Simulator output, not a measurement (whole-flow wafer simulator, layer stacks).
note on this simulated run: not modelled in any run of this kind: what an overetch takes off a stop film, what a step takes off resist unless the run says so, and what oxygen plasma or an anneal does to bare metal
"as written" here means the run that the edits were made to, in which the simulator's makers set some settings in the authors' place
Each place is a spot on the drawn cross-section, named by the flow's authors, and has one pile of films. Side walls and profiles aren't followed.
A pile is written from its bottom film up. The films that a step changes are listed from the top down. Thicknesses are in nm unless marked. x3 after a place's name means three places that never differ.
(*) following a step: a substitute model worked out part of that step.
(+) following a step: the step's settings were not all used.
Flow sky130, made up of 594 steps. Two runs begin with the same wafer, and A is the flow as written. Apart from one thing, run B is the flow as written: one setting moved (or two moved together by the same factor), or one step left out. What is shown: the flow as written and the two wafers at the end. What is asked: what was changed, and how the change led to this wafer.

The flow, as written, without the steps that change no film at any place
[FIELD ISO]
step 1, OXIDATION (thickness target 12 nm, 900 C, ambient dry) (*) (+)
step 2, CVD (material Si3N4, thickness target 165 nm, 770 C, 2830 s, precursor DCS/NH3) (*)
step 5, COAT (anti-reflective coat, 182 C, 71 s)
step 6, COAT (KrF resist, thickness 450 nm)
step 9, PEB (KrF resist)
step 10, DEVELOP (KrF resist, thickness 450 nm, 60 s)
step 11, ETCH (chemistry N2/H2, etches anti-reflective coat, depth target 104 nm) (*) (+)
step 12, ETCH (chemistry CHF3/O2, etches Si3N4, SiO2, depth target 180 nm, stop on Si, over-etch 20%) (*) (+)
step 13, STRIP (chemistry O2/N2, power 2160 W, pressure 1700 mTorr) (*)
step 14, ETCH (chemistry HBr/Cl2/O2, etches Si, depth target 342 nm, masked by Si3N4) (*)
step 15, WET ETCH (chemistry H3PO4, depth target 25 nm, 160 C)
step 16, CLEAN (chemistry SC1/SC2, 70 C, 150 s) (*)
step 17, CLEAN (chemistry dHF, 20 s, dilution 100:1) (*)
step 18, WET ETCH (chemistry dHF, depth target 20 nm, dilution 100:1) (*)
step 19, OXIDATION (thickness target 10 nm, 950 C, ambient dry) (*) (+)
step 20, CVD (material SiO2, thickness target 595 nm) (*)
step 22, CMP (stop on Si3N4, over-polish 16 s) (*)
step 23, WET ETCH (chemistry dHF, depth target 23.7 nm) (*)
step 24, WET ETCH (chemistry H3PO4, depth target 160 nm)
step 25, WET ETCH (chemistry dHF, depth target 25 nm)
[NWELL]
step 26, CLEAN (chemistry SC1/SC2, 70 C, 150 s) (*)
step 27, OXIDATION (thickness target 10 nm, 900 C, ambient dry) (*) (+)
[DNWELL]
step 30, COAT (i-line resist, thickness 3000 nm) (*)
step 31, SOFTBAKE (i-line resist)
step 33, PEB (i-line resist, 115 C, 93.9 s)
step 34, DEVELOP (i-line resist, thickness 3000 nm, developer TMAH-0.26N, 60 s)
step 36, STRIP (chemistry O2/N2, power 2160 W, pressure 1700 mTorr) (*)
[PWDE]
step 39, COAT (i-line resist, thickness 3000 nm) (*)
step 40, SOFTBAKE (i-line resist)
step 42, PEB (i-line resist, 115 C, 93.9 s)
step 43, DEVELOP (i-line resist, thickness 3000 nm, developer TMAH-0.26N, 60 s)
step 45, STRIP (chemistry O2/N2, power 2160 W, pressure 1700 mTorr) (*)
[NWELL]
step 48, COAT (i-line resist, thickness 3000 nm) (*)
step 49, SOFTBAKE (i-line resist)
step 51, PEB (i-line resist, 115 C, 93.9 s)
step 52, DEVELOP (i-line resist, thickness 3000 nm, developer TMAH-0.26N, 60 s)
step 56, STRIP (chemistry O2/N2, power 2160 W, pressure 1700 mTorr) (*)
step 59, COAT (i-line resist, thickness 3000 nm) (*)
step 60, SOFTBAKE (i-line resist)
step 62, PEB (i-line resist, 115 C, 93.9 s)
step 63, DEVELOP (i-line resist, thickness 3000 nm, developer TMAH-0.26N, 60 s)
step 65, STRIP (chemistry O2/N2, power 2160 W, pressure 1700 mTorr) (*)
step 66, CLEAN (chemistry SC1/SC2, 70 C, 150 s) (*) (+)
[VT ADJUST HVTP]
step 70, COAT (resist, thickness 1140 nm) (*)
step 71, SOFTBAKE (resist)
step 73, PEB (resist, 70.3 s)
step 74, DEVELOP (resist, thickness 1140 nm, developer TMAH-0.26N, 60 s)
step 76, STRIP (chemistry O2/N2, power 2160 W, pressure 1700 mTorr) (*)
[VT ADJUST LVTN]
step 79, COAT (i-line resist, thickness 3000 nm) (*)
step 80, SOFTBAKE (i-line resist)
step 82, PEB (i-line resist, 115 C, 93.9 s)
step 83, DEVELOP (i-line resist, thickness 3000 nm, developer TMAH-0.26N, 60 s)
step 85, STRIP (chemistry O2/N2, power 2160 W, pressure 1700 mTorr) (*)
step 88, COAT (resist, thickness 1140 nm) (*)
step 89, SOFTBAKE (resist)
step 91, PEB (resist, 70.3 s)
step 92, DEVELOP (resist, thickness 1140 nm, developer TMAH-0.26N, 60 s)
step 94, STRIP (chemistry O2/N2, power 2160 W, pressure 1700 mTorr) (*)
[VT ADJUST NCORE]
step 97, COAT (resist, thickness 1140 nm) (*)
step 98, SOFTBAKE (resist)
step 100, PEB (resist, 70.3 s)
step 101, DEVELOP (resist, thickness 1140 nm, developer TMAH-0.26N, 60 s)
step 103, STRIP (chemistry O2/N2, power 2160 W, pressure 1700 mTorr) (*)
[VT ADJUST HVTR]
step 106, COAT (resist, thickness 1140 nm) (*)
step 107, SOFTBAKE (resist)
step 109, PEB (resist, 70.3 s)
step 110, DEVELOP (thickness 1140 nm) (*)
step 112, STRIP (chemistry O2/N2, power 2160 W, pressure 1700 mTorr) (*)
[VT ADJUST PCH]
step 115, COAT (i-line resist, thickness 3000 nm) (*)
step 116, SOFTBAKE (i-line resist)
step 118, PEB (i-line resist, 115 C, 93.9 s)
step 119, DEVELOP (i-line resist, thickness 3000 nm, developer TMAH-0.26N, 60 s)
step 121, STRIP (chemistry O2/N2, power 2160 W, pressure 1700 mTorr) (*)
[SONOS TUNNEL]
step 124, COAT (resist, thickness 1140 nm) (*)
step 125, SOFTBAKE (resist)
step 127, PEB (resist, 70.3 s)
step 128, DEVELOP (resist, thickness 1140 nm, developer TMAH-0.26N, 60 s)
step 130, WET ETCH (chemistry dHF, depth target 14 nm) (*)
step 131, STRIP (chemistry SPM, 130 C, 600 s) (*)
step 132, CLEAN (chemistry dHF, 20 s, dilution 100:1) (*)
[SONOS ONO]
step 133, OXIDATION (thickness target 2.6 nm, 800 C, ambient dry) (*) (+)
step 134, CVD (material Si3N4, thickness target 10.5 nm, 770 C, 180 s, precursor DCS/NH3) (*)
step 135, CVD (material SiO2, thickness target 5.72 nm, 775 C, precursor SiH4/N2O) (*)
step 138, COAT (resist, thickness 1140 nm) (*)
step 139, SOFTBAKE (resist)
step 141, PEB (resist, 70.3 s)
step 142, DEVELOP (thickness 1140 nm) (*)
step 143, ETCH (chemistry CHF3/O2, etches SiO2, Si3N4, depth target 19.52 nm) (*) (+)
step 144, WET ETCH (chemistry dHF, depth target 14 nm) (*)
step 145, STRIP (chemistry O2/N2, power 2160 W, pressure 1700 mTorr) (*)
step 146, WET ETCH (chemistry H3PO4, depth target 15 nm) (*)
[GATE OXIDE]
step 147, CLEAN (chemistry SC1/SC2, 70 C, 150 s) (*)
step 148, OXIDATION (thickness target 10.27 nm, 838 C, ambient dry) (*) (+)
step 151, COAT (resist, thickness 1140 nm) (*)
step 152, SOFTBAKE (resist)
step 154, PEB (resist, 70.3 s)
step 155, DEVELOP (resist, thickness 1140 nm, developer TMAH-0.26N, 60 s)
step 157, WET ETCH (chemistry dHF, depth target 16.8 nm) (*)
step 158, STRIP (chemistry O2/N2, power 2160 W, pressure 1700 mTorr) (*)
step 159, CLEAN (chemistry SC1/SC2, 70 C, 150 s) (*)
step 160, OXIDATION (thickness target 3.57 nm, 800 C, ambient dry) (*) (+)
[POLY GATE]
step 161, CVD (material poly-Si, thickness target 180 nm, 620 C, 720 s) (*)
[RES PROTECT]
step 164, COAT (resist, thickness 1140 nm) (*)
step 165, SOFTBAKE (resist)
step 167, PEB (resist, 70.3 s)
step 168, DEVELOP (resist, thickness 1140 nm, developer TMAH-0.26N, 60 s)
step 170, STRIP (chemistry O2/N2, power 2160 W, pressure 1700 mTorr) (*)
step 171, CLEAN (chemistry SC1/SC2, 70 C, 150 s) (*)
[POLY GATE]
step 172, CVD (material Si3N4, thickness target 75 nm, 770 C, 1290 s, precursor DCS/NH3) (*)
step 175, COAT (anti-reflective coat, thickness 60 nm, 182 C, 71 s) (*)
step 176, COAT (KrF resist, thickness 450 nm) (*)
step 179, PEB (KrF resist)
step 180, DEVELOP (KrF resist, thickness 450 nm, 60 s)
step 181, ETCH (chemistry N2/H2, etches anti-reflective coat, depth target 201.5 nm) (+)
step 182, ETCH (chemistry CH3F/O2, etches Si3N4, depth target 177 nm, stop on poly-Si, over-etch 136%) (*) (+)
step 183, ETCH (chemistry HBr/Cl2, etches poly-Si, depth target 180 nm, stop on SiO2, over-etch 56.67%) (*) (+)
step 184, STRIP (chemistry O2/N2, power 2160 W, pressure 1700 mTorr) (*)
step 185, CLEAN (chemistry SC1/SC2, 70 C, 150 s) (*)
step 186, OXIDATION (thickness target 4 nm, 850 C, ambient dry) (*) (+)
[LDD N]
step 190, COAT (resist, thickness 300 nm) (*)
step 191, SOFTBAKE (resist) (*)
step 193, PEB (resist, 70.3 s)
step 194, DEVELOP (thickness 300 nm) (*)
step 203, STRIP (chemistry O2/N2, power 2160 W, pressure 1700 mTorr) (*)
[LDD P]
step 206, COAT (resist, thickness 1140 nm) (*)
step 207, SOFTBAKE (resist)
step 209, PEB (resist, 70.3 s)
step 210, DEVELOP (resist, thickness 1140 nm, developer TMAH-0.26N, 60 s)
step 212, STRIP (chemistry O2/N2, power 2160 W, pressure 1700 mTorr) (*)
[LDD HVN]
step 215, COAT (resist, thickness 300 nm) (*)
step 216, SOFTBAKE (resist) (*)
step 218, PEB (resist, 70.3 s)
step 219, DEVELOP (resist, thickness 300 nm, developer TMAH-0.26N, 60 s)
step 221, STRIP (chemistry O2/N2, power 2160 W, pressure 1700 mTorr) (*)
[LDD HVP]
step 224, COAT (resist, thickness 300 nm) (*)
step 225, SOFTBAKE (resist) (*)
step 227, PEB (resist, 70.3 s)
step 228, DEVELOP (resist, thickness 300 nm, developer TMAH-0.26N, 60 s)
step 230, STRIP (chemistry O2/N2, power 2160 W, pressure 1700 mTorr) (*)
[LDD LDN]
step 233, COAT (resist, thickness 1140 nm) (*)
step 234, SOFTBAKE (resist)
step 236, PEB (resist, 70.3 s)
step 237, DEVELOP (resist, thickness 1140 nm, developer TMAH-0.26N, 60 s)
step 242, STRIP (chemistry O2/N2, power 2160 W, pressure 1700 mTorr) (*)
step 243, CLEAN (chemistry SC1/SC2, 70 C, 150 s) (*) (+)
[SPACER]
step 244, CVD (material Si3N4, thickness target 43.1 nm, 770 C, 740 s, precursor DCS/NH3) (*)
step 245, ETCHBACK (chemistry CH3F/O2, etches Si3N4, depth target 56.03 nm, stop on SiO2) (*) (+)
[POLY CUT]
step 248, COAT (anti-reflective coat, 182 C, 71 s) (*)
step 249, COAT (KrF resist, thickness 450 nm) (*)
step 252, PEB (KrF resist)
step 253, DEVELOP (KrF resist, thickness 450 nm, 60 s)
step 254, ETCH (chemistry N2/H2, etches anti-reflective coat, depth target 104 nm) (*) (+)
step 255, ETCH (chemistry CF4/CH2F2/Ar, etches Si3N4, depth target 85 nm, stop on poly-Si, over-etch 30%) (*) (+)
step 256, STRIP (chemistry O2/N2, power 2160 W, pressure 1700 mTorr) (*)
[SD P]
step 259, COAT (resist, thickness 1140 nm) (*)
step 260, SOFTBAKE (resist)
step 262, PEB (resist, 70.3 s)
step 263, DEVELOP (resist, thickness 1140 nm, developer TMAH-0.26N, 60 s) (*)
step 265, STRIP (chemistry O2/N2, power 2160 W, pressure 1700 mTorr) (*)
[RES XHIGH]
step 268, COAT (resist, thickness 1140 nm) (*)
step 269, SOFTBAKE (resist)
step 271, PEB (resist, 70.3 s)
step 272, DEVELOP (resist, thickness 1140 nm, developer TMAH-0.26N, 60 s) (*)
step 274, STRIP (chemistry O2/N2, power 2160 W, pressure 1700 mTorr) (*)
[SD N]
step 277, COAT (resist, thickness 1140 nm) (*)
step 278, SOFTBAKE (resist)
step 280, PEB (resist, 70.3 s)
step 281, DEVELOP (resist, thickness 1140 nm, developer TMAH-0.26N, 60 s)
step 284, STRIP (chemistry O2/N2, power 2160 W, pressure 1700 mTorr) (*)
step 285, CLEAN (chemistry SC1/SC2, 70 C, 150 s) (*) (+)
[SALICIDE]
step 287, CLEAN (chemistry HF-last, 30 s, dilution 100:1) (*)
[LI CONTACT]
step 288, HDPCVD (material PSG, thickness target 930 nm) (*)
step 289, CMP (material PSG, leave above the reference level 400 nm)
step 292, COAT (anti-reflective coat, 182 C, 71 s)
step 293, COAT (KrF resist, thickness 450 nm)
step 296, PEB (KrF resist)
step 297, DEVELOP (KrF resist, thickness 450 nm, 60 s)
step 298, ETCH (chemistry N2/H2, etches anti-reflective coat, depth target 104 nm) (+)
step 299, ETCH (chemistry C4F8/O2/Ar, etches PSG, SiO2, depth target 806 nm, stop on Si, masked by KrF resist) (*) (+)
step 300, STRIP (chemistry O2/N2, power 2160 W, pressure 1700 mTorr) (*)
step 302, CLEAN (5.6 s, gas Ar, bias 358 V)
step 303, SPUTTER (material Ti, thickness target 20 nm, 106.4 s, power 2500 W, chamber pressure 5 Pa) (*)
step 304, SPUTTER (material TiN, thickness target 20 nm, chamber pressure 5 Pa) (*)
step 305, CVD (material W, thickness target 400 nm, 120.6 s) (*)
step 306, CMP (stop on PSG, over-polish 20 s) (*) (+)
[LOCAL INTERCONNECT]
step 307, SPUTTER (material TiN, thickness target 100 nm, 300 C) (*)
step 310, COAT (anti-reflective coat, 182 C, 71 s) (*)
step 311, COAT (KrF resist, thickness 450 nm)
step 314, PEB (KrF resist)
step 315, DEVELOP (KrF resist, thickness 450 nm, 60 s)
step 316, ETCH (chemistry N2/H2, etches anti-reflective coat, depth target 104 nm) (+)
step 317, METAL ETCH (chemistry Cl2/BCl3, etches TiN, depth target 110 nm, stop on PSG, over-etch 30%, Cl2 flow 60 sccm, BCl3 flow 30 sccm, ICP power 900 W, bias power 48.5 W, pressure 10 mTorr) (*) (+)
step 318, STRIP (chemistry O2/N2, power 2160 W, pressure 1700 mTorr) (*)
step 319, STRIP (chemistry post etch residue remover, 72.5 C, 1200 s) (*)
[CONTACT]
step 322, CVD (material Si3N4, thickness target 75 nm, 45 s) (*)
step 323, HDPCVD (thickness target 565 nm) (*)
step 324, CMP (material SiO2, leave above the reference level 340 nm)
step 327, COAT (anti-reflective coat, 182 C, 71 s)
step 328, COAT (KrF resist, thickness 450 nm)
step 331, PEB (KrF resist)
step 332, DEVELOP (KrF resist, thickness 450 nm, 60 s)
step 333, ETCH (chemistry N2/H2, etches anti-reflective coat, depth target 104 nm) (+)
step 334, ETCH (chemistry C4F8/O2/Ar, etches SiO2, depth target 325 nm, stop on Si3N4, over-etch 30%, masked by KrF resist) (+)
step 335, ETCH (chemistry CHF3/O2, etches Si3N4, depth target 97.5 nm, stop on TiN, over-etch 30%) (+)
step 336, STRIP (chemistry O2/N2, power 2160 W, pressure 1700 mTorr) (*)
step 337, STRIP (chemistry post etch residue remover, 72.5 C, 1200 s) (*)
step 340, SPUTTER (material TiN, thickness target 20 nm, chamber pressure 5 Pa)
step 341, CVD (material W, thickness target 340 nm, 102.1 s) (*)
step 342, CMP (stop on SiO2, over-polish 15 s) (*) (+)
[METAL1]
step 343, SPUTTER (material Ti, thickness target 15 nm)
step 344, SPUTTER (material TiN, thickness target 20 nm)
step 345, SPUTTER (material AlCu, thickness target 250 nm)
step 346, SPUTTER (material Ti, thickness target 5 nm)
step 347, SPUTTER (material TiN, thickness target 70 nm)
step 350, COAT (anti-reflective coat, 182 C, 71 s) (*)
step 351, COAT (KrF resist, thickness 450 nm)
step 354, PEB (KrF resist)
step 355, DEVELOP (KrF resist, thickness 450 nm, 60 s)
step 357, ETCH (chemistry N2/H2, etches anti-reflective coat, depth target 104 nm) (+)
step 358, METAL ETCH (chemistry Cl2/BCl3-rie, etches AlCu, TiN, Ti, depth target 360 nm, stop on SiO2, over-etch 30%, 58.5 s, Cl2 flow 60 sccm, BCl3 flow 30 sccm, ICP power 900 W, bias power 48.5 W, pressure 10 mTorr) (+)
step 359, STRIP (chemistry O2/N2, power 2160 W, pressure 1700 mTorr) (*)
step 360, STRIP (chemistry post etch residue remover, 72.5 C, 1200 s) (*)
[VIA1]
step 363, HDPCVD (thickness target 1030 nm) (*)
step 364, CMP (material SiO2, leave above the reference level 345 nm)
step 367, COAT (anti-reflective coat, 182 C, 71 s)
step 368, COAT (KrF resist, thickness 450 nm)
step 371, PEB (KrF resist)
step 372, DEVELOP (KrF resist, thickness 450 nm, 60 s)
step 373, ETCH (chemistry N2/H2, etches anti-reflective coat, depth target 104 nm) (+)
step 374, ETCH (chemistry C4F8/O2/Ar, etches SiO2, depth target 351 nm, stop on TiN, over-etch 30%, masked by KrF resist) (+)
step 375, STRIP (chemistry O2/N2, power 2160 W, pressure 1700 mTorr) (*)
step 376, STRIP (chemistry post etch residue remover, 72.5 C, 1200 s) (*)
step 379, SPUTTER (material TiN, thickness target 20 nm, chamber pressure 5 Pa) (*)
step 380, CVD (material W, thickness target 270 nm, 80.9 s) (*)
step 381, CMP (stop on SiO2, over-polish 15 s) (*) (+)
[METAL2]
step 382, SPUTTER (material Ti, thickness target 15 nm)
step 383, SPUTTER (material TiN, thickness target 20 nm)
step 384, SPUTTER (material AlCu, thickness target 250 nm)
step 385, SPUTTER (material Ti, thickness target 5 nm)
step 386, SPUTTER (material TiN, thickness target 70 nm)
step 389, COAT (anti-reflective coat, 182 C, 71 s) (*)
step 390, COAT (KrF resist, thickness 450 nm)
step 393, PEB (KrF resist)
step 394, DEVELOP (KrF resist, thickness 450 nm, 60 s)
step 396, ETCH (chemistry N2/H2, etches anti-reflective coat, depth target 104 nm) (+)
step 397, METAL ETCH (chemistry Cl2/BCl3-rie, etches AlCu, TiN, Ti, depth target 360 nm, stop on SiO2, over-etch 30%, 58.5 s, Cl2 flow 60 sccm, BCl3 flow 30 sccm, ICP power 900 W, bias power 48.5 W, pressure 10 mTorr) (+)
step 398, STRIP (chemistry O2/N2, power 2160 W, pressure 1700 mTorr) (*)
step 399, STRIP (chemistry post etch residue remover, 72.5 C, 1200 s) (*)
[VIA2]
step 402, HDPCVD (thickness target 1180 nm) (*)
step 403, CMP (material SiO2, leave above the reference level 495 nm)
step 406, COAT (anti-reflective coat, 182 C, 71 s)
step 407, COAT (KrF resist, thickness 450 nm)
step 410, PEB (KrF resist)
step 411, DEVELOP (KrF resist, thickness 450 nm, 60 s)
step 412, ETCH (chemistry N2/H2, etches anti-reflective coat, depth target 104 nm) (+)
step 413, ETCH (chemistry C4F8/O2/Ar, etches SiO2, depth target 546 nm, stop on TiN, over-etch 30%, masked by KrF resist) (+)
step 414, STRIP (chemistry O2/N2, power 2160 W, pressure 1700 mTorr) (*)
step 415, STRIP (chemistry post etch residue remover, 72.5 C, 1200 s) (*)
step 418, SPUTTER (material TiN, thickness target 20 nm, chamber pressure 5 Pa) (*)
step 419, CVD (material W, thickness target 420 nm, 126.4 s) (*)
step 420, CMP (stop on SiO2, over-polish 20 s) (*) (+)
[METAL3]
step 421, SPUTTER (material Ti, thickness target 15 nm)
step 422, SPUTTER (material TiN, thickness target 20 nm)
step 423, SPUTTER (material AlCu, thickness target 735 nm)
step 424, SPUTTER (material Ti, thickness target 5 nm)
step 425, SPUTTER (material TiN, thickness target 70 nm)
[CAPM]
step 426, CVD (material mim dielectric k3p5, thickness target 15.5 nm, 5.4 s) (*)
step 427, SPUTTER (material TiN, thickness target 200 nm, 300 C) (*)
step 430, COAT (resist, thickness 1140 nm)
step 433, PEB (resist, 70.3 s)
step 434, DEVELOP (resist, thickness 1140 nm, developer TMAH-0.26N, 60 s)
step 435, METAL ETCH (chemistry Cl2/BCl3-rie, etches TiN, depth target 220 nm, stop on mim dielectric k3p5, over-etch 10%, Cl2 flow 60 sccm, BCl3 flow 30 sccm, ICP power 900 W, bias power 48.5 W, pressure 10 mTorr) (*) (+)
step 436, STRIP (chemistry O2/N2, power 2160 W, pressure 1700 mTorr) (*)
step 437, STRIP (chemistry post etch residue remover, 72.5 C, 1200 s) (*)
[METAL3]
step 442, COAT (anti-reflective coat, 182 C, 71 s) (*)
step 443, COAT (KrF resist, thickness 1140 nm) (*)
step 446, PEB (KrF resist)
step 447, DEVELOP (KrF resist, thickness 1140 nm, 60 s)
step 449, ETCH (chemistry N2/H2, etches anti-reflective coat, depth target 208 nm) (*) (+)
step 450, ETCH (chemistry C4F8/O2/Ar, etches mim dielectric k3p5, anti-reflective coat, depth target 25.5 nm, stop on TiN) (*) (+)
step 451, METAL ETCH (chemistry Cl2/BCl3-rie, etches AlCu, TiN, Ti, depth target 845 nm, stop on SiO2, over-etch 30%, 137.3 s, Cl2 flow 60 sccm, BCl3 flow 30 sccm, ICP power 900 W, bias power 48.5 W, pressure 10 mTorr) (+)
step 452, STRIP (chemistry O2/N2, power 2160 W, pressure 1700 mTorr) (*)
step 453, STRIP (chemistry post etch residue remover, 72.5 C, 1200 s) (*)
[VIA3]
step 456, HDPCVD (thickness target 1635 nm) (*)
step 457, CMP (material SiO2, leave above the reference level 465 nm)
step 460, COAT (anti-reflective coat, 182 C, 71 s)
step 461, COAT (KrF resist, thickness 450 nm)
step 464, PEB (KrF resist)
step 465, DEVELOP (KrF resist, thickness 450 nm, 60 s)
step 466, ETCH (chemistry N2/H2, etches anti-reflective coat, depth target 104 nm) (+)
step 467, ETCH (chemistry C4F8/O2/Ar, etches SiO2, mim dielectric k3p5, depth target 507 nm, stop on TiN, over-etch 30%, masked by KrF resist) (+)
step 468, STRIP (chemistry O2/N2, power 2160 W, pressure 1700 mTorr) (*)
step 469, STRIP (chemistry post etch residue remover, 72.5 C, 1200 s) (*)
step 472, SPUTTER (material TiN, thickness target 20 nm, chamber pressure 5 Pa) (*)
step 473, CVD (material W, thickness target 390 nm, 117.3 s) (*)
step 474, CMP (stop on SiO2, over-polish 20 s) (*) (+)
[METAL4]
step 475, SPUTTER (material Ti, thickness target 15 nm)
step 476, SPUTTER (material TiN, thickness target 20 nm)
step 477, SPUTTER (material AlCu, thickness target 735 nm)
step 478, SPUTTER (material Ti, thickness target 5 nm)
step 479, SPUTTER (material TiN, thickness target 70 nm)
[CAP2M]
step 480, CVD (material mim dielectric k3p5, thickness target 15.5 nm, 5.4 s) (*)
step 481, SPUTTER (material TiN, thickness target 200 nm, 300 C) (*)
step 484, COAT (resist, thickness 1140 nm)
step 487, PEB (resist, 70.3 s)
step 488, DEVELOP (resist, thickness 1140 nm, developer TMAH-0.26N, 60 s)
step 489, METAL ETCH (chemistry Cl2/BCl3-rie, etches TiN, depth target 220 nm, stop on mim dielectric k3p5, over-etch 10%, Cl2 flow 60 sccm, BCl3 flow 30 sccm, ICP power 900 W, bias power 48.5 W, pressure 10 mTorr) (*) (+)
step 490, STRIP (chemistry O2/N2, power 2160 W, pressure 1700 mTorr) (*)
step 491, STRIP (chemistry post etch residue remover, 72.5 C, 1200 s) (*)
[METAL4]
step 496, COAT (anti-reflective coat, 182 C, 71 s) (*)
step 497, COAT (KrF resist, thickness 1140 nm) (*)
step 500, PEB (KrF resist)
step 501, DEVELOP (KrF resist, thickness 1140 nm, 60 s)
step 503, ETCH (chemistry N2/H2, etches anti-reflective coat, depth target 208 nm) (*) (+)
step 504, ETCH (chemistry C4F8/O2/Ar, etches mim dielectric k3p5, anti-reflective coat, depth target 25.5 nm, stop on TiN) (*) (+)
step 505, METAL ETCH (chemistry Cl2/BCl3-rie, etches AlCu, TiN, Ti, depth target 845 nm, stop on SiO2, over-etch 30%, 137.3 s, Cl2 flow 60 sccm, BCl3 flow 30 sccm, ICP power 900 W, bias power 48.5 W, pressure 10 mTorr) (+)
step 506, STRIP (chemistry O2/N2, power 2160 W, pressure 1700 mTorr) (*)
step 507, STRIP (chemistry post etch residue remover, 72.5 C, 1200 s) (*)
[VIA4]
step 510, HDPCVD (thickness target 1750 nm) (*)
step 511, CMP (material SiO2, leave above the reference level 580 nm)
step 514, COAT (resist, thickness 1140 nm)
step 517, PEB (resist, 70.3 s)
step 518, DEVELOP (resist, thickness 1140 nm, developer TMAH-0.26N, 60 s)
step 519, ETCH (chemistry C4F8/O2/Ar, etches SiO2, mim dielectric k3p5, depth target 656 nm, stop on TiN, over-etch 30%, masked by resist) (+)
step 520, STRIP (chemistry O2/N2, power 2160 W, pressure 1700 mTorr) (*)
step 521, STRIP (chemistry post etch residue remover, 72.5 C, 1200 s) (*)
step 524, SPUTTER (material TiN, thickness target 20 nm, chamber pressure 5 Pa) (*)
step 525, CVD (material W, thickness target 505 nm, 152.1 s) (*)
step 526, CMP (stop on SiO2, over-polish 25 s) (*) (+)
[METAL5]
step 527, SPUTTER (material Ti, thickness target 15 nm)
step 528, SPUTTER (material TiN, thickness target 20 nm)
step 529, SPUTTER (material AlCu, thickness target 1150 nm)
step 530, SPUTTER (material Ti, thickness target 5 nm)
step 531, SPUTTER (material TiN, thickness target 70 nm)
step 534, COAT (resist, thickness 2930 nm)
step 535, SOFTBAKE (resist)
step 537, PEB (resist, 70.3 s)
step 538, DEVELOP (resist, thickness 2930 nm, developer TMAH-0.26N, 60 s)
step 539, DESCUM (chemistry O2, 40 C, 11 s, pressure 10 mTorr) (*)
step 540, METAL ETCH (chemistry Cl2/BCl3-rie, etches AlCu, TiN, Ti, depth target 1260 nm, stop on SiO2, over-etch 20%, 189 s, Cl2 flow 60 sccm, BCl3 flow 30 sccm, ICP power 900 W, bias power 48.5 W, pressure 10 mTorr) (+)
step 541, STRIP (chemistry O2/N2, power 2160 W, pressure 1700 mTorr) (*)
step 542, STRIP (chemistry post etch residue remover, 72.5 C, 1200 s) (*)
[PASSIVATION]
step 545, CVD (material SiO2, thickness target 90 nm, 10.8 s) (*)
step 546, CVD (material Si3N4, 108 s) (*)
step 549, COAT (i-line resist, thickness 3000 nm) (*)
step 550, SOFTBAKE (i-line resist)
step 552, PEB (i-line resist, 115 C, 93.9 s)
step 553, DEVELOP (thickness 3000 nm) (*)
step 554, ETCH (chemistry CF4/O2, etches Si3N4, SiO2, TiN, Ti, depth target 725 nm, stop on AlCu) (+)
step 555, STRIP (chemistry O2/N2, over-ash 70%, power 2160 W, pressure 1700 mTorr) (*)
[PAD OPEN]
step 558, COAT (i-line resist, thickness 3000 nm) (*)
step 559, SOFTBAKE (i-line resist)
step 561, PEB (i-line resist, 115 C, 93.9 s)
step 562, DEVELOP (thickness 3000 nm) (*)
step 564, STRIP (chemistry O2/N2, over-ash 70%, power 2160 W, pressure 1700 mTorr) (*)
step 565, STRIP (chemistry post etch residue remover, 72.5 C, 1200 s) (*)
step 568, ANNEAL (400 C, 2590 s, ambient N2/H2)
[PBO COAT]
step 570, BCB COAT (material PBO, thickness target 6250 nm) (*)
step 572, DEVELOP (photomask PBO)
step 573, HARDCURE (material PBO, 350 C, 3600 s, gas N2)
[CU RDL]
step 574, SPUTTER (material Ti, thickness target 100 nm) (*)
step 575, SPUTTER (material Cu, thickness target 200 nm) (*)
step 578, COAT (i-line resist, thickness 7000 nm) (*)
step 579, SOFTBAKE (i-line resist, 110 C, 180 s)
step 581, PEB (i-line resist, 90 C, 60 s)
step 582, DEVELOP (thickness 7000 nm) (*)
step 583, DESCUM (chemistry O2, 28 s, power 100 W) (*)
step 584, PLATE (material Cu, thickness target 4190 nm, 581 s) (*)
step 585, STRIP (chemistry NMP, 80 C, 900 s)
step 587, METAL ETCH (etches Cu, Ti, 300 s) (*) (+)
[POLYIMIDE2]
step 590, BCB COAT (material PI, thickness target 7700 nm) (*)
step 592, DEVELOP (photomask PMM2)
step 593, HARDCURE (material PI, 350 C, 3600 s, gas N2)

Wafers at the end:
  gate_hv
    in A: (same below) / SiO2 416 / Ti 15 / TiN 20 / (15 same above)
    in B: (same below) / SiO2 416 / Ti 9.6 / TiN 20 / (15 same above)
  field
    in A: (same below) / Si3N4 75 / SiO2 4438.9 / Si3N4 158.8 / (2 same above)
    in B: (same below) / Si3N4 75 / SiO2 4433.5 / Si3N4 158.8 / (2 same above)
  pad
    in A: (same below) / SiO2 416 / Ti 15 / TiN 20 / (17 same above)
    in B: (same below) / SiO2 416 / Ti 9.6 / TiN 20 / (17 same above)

What caused this: step 421, SPUTTER: thickness target 9.6 nm was run, while the flow as written has thickness target 15 nm.
The wafer itself shows it: gate_hv has Ti 9.6, and step 421 as written asks for 15 nm.

How this came from the change, step by step:
  step 421, SPUTTER (material Ti, thickness target 15 nm)
      field, active, n_well and 188 more: A Ti gains 15 (new film) | B Ti gains 9.6 (new film)
  step 451, METAL ETCH (chemistry Cl2/BCl3-rie, etches AlCu, TiN, Ti, depth target 845 nm, stop on SiO2, over-etch 30%, 137.3 s, Cl2 flow 60 sccm, BCl3 flow 30 sccm, ICP power 900 W, bias power 48.5 W, pressure 10 mTorr) (+)
      field, gate, spacer and 68 more: A TiN loses 70 (all of it), Ti loses 5 (all of it), AlCu loses 735 (all of it), TiN loses 20 (all of it), Ti loses 15 (all of it), SiO2 loses 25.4 | B TiN loses 70 (all of it), Ti loses 5 (all of it), AlCu loses 735 (all of it), TiN loses 20 (all of it), Ti loses 9.6 (all of it), SiO2 loses 25.9
      active, vpp_ln, vpp_iso2 and 11 more: A TiN loses 70 (all of it), Ti loses 5 (all of it), AlCu loses 735 (all of it), TiN loses 20 (all of it), Ti loses 15 (all of it), SiO2 loses 25.3 | B TiN loses 70 (all of it), Ti loses 5 (all of it), AlCu loses 735 (all of it), TiN loses 20 (all of it), Ti loses 9.6 (all of it), SiO2 loses 25.9
